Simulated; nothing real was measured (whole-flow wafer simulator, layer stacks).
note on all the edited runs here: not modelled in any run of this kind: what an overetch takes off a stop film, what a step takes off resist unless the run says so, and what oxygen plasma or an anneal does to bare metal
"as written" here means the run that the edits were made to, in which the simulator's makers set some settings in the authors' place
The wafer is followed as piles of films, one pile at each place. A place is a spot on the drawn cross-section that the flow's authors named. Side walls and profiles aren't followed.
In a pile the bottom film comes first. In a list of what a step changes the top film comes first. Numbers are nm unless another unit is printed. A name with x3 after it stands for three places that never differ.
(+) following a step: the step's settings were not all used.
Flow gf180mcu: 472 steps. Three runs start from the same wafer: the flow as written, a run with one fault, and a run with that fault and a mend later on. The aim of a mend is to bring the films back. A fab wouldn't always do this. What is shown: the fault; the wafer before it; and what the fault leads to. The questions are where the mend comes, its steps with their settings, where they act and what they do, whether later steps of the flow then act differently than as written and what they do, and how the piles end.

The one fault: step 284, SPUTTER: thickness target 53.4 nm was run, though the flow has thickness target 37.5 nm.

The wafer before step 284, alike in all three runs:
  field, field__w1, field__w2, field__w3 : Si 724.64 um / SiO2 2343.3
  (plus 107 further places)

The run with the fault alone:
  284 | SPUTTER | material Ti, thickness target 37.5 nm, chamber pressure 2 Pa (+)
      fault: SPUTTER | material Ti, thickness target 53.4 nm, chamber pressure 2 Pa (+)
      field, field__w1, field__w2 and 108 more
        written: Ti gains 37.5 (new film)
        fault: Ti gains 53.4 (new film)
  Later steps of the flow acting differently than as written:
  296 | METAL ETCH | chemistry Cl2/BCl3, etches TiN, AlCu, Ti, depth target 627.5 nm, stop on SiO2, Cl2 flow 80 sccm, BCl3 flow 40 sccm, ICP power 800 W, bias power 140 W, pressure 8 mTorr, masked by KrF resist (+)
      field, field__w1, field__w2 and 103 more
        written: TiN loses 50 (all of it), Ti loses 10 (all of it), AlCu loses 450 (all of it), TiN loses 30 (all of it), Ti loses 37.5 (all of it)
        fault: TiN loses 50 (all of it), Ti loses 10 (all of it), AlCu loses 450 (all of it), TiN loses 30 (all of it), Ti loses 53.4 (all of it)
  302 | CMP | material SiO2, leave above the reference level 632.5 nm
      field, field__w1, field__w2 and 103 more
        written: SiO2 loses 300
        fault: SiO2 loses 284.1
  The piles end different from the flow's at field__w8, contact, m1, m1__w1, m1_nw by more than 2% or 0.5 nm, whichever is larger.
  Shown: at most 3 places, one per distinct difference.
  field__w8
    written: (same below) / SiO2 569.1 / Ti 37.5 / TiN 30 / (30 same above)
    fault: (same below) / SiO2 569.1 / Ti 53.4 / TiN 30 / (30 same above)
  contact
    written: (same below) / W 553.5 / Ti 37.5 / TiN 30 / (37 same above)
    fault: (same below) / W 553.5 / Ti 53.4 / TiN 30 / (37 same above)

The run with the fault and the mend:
  The mend stands after step 284.
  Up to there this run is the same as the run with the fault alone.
  284a | METAL ETCH | chemistry Cl2/BCl3, etches TiN, AlCu, Ti, depth target 15.9 nm, Cl2 flow 80 sccm, BCl3 flow 40 sccm, ICP power 800 W, bias power 140 W, pressure 8 mTorr (a further turn of the flow's step 260, with different settings)
      field, field__w1, field__w2 and 108 more
        Ti loses 15.9
  Every later step of the flow that is run acts as written at every place that is followed.
  At every place that both follow, the piles at the end match the flow's.
